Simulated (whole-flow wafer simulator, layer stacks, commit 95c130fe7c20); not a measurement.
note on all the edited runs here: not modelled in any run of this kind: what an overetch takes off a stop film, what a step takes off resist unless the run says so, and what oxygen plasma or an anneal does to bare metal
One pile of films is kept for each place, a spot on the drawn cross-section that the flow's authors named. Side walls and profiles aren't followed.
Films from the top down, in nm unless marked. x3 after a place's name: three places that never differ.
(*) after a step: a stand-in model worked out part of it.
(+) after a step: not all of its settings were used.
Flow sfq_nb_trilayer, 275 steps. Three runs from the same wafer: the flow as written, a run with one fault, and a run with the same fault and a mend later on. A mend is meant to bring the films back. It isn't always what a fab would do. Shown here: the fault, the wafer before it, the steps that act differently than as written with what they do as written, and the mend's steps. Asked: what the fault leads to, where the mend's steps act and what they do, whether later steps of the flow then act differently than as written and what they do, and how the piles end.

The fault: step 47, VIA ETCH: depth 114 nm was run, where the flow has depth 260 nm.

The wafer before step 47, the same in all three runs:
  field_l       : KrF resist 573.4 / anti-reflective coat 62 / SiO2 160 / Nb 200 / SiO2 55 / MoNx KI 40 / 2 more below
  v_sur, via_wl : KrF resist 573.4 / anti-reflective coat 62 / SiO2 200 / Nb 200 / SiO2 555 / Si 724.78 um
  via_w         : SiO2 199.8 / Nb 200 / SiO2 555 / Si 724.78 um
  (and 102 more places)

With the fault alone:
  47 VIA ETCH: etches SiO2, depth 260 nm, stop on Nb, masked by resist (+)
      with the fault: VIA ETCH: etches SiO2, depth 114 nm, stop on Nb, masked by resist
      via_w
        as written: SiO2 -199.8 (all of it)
        with the fault: SiO2 -114
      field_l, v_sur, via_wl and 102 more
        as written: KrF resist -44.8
        with the fault: KrF resist -19.7
  Later steps of the flow that act differently than as written (3 more steps differ only slightly, by at most 2% or 0.5 nm, whichever is larger, and aren't shown):
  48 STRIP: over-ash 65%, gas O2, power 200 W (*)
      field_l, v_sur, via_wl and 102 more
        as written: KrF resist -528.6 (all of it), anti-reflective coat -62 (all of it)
        with the fault: KrF resist -553.8 (all of it), anti-reflective coat -62 (all of it)
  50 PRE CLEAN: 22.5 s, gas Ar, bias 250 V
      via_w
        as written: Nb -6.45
        with the fault: SiO2 -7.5
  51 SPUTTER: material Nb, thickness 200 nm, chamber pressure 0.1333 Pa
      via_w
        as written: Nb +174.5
        with the fault: Nb +191.4 (new film)
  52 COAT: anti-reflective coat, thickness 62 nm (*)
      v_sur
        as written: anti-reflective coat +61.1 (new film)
        with the fault: anti-reflective coat +56.7 (new film)
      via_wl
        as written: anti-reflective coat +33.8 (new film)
        with the fault: anti-reflective coat +31.5 (new film)
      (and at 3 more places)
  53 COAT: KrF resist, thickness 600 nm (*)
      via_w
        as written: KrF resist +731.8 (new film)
        with the fault: KrF resist +656.7 (new film)
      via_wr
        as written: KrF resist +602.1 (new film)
        with the fault: KrF resist +615.2 (new film)
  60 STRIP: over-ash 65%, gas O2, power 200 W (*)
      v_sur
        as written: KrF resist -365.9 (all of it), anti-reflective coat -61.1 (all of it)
        with the fault: KrF resist -376.5 (all of it), anti-reflective coat -56.7 (all of it)
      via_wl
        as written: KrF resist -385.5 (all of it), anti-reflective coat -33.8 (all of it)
        with the fault: KrF resist -397.5 (all of it), anti-reflective coat -31.5 (all of it)
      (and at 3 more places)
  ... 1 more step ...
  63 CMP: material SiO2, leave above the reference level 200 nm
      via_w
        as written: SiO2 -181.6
        with the fault: SiO2 -177.3
  At the end the piles differ from the flow's by more than 2% or 0.5 nm, whichever is larger, at via_w.
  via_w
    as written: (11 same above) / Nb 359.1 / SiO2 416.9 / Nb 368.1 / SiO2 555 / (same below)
    with the fault: (11 same above) / Nb 359.1 / SiO2 315.2 / Nb 191.4 / SiO2 78.3 / Nb 200 / SiO2 555 / (same below)

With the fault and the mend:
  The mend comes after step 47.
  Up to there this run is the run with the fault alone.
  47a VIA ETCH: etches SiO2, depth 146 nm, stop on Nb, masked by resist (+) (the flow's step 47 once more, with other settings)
      field_l, v_sur, via_wl and 102 more
        KrF resist -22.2
      via_w
        SiO2 -85.8 (all of it)
  No later step of the flow acts differently than as written, at any place that is followed, by more than 2% or 0.5 nm, whichever is larger.
  At the end the piles are the same as the flow's at every place that both follow.
